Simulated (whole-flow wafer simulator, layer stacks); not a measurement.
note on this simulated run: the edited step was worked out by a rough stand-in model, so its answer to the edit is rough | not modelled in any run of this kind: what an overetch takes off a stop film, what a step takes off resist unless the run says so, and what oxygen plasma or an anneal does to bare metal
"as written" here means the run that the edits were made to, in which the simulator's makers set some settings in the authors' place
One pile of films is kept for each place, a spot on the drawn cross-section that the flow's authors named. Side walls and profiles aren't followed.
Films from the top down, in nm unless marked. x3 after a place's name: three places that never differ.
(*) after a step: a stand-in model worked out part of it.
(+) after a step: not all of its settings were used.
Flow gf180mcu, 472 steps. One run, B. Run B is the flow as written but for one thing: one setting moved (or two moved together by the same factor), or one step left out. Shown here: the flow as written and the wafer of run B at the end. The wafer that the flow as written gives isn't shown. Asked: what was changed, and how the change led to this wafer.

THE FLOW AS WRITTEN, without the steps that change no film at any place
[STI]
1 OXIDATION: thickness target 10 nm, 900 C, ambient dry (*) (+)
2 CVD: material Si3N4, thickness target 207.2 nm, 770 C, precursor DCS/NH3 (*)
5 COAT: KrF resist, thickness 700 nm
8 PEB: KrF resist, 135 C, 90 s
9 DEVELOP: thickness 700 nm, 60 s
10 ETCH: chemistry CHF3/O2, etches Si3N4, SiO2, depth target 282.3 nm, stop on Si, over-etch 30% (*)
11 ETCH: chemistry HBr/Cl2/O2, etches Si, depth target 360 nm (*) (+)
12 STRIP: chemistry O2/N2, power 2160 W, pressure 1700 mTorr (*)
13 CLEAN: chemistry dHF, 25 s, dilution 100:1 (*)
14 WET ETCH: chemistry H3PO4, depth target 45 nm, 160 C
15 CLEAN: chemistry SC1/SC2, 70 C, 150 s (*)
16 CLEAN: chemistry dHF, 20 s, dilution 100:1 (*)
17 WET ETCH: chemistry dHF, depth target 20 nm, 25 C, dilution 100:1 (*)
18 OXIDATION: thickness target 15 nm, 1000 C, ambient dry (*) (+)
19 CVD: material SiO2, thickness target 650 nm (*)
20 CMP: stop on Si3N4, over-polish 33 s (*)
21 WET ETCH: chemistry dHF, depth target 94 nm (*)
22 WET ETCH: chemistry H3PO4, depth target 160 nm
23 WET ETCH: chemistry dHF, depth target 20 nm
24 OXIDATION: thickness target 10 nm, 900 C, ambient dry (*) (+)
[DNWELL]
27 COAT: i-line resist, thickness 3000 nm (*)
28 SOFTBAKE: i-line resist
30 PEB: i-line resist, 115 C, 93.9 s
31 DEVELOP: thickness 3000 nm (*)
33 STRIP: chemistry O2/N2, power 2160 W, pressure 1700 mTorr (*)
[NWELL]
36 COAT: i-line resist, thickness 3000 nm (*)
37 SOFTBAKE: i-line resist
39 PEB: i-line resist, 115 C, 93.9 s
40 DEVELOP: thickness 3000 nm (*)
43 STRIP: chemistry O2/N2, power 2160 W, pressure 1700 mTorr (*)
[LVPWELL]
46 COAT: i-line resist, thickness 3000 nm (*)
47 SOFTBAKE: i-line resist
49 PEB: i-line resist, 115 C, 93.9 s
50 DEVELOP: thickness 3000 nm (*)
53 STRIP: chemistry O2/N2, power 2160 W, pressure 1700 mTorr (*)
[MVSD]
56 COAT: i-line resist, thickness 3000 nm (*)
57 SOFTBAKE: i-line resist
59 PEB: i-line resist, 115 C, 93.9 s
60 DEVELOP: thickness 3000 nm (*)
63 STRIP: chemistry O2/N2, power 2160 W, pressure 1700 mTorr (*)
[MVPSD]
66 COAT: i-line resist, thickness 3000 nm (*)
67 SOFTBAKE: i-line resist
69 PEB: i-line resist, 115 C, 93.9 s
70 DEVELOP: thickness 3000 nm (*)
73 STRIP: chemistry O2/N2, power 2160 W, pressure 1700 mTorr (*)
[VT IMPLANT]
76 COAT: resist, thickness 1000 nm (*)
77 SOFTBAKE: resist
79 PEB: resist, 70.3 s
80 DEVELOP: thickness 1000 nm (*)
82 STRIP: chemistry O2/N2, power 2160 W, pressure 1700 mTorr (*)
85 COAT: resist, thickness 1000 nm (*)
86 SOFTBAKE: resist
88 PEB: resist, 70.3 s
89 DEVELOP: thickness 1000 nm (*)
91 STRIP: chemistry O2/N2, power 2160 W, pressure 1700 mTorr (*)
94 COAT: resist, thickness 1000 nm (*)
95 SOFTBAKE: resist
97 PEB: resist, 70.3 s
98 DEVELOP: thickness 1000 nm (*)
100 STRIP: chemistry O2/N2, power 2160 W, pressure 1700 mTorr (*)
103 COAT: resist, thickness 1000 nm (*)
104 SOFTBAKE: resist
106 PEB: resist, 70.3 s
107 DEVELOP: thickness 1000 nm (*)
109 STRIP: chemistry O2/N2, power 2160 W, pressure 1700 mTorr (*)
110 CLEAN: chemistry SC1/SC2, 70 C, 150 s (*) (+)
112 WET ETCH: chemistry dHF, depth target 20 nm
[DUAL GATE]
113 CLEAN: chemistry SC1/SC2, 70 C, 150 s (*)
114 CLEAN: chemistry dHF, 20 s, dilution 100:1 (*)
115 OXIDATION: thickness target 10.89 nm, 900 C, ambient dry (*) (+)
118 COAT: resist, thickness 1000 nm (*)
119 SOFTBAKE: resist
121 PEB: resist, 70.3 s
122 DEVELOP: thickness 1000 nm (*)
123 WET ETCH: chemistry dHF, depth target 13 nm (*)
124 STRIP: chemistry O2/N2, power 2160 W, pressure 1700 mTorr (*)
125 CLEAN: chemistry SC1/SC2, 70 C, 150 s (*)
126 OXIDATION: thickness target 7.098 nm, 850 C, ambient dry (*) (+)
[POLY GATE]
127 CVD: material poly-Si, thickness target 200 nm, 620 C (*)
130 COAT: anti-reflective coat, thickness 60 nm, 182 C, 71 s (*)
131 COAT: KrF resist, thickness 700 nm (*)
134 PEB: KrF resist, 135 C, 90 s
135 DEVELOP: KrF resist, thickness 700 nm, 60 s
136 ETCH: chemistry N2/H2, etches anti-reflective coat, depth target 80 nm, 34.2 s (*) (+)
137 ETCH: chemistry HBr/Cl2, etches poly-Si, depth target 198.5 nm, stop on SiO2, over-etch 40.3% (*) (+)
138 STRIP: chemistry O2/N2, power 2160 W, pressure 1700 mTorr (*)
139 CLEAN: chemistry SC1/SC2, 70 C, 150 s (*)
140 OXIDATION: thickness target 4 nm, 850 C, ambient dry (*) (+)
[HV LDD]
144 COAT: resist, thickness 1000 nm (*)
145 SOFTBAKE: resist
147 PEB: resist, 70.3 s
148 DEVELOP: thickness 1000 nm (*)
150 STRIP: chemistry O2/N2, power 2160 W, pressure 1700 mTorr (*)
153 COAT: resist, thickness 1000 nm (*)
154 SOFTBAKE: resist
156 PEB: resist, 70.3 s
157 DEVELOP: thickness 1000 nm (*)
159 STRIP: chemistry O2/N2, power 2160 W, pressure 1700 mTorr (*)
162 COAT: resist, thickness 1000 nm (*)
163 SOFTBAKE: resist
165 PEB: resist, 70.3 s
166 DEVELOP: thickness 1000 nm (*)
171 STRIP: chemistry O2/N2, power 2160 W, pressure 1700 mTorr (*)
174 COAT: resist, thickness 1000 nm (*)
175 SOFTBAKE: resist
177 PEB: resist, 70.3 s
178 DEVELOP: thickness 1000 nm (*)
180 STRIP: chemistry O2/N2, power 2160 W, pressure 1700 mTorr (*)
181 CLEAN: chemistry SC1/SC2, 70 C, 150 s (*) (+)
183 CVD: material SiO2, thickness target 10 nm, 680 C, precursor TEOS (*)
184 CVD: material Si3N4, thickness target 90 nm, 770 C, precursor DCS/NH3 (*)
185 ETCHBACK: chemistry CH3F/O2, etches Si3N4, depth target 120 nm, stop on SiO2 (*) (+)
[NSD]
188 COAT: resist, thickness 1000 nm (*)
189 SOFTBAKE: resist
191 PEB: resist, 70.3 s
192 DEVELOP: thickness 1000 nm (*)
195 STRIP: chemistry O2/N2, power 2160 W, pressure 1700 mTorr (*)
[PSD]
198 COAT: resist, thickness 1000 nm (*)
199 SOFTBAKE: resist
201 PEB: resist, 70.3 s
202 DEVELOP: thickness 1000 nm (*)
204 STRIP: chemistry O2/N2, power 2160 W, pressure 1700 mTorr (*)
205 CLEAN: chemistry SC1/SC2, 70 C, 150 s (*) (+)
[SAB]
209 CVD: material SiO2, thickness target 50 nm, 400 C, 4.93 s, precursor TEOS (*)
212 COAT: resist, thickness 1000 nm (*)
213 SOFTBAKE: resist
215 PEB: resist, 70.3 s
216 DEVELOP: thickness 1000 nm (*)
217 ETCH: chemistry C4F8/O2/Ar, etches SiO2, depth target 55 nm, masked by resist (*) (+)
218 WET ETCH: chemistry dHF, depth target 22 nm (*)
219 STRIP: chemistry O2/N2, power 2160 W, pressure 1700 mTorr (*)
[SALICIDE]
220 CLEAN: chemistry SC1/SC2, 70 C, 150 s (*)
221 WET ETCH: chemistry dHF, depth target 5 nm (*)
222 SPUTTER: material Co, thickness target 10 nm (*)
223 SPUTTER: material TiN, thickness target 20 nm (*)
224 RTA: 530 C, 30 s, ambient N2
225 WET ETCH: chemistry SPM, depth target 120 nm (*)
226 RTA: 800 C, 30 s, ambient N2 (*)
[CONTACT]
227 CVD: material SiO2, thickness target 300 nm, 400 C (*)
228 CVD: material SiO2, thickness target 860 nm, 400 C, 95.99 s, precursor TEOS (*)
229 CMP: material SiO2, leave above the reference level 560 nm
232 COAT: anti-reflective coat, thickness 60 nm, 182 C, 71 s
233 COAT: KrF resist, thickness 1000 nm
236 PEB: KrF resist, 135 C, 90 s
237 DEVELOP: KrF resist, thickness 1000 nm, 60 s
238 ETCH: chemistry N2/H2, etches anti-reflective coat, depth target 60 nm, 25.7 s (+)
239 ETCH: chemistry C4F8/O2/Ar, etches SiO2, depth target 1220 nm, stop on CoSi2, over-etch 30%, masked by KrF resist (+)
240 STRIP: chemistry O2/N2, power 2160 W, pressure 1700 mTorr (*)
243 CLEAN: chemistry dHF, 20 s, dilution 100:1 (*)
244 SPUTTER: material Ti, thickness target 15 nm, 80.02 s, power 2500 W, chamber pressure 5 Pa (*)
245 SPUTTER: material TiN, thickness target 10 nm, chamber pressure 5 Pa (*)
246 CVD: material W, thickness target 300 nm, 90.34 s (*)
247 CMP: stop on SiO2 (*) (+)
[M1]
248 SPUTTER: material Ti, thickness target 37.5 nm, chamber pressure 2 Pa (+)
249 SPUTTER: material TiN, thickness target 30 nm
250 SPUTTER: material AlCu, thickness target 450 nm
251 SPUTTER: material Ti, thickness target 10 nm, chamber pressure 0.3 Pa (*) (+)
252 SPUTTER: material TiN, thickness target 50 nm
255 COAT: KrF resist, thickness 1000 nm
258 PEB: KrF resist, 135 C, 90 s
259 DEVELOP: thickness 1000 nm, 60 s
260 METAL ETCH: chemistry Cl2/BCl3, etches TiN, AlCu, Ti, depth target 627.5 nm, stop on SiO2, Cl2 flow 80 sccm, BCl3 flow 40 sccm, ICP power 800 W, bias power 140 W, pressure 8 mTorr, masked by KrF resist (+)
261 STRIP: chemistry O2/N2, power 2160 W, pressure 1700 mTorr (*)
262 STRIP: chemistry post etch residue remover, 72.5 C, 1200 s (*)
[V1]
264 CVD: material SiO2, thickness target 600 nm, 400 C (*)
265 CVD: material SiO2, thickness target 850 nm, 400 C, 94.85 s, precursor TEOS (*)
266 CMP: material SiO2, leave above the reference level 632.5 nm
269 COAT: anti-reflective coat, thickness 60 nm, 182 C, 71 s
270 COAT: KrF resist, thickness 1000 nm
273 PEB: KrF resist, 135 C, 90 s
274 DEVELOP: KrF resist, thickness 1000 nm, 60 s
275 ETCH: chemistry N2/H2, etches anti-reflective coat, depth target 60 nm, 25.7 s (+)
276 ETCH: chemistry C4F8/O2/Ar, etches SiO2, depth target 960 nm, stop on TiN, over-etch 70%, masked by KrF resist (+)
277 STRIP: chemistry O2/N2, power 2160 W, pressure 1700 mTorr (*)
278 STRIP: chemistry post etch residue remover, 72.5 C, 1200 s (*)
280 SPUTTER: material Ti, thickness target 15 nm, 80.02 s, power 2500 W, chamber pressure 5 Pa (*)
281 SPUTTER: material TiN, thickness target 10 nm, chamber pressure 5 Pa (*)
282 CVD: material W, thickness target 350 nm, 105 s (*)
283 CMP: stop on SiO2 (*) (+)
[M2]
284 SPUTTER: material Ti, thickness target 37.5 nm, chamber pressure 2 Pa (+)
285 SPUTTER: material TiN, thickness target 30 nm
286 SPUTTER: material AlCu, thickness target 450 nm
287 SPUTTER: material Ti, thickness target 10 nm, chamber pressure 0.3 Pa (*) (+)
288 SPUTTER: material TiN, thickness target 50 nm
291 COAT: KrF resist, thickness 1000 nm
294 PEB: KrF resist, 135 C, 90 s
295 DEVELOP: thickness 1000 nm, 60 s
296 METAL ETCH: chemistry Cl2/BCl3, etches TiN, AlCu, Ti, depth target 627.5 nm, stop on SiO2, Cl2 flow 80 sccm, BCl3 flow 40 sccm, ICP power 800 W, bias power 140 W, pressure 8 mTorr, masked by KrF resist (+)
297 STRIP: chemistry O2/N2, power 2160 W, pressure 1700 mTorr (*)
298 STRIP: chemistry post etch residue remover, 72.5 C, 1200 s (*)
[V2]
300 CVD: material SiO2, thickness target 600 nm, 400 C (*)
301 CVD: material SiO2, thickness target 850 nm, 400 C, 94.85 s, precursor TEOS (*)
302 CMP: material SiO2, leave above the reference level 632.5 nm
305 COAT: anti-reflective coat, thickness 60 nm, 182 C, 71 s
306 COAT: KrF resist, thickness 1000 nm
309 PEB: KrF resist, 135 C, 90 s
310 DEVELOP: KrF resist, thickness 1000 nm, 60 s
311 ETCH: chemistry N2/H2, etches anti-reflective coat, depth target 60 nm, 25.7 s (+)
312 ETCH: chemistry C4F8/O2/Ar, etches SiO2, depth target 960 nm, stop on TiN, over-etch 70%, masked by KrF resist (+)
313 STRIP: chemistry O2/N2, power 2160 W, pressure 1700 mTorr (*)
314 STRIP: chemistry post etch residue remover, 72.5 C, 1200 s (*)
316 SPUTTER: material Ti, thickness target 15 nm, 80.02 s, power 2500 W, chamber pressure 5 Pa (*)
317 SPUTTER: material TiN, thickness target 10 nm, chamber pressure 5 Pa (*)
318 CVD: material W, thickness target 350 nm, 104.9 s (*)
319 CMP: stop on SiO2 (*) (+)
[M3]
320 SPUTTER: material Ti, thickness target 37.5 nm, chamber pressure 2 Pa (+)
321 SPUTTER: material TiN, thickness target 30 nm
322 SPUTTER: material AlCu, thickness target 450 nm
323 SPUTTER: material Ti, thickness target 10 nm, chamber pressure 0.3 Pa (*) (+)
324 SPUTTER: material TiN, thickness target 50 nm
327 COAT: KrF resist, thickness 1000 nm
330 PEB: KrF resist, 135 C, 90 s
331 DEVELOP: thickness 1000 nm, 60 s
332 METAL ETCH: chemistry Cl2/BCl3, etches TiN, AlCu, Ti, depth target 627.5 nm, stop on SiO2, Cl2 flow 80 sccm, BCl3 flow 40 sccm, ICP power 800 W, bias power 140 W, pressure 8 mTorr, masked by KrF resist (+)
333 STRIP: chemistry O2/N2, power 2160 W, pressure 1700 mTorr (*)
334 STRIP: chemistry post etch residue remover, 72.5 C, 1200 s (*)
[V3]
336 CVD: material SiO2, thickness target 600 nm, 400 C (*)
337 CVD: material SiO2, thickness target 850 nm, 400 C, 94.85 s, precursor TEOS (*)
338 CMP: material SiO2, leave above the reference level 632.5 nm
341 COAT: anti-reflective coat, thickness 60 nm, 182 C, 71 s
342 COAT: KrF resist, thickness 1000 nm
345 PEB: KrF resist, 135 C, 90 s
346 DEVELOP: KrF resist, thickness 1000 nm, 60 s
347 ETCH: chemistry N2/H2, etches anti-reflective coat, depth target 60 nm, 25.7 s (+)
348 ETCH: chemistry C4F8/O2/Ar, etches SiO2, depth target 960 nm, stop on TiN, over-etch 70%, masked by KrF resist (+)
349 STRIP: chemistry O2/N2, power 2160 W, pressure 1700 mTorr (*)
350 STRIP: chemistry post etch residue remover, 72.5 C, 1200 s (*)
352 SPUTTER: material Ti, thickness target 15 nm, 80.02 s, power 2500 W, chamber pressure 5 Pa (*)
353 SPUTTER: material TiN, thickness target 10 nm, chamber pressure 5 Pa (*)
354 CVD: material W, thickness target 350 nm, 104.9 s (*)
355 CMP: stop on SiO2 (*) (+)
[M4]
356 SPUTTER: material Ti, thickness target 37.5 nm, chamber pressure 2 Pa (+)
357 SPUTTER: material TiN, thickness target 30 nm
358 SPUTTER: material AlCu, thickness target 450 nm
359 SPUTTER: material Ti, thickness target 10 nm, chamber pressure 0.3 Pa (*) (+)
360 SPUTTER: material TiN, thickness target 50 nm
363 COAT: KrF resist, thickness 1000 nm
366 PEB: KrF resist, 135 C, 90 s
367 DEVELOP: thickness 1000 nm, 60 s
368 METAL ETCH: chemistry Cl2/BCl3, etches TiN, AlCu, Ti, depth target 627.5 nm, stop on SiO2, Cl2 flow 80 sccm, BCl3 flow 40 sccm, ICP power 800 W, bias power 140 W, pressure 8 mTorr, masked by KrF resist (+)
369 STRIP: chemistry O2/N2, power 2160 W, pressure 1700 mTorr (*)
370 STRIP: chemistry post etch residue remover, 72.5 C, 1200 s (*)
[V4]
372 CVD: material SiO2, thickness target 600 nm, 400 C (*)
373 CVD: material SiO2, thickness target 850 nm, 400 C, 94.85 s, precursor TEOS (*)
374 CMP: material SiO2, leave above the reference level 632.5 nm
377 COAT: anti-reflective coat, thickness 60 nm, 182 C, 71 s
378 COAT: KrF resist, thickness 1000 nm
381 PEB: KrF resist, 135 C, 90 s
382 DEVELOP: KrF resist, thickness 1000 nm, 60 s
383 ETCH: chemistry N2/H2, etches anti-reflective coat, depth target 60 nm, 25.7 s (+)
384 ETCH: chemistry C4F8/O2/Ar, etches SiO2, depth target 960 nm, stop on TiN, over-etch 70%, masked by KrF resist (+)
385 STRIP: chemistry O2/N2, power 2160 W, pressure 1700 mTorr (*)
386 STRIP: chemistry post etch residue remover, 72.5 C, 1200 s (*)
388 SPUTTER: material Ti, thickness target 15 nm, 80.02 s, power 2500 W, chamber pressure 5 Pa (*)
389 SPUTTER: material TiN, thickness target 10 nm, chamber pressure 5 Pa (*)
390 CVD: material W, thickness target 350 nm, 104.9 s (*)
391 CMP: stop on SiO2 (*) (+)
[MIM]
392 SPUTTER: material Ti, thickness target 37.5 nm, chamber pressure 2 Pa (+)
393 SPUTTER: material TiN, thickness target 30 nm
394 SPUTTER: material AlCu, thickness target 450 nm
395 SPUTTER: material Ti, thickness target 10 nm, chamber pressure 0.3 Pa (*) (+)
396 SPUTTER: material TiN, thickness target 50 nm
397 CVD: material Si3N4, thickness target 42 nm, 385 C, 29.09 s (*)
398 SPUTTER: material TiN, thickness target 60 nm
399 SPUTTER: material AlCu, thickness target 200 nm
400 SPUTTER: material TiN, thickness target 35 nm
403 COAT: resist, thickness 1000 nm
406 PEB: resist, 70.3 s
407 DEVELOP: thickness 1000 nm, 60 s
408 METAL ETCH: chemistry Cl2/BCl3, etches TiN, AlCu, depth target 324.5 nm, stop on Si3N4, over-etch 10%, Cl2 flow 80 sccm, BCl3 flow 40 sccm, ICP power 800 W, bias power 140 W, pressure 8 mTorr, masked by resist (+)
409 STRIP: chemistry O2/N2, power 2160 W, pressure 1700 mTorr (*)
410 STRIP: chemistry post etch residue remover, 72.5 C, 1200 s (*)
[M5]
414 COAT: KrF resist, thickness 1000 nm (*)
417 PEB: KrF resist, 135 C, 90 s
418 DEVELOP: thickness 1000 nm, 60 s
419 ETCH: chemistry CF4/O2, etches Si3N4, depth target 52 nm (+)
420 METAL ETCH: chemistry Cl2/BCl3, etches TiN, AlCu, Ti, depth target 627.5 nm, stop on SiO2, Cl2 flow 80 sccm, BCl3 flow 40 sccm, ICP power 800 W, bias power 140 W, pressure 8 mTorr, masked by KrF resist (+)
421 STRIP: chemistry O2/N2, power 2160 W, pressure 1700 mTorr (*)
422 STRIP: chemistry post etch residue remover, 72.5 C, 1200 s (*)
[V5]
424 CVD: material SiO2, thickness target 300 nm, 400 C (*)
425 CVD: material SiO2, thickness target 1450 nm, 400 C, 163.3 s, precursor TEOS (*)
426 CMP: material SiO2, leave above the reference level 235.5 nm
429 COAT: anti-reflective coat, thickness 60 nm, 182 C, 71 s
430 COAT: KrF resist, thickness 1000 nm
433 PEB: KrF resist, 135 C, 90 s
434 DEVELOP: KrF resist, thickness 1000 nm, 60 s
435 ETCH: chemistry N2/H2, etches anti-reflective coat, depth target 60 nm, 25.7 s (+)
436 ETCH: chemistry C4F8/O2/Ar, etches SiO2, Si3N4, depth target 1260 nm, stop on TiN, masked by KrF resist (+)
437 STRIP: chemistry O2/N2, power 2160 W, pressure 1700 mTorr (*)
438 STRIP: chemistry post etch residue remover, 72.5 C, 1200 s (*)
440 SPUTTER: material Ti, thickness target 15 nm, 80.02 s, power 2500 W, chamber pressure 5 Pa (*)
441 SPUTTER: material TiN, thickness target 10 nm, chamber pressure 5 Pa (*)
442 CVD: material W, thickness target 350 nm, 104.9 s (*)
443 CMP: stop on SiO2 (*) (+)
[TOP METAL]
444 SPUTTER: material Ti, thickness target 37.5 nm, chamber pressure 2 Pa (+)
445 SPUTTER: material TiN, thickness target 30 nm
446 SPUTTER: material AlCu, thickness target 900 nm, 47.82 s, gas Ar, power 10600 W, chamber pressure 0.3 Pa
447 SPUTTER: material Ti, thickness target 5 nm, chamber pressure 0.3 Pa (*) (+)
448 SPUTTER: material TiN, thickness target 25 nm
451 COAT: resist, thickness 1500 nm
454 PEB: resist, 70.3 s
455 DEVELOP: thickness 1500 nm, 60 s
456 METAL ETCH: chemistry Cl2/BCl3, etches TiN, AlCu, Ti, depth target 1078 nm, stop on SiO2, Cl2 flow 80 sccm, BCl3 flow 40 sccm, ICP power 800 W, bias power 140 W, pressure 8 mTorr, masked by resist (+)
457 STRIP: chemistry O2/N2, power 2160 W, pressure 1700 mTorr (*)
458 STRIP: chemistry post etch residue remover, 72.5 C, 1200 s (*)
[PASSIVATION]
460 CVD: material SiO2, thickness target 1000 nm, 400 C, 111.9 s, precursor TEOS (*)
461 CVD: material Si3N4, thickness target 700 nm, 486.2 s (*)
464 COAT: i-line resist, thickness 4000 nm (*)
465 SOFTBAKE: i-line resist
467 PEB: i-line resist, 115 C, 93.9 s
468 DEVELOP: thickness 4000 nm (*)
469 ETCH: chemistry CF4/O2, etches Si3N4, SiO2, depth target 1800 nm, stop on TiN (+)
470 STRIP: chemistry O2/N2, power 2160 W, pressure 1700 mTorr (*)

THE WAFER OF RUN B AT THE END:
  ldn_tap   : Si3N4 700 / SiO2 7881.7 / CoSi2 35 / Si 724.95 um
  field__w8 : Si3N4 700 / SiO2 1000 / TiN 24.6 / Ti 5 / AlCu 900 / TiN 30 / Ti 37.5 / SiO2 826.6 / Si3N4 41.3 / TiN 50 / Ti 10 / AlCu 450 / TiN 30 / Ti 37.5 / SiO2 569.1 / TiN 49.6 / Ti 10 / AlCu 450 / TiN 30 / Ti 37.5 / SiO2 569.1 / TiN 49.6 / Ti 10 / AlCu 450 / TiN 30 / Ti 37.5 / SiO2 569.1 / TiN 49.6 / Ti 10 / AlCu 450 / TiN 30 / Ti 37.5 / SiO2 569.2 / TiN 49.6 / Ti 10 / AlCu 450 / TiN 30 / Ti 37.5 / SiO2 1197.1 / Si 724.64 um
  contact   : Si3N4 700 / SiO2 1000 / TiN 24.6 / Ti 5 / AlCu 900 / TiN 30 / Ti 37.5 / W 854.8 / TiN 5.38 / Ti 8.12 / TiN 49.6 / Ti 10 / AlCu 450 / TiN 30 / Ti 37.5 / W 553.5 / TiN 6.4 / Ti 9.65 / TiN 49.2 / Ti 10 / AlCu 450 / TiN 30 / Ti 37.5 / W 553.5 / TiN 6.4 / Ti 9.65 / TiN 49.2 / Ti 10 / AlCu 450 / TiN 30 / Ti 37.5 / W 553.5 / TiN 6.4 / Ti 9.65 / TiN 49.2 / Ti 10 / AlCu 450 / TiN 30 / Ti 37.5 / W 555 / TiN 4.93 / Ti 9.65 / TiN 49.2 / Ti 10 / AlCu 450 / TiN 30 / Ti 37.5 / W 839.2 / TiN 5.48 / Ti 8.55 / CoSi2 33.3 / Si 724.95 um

The cause: step 281, SPUTTER: thickness target 7.7 nm was run, where the flow has thickness target 10 nm.

How the change led to this, step by step:
  281 SPUTTER: material TiN, thickness target 10 nm, chamber pressure 5 Pa (*)
      field, field__w1, field__w2 and 107 more: TiN +7.7 (new film) (as written it would be: TiN +10 (new film))
      contact: TiN +4.93 (new film) (as written it would be: TiN +6.4 (new film))
  283 CMP: stop on SiO2 (*) (+)
      field, field__w1, field__w2 and 107 more: W -350 (all of it), TiN -7.7 (all of it), Ti -15 (all of it), SiO2 -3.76 (as written it would be: W -350 (all of it), TiN -10 (all of it), Ti -15 (all of it), SiO2 -3.78)
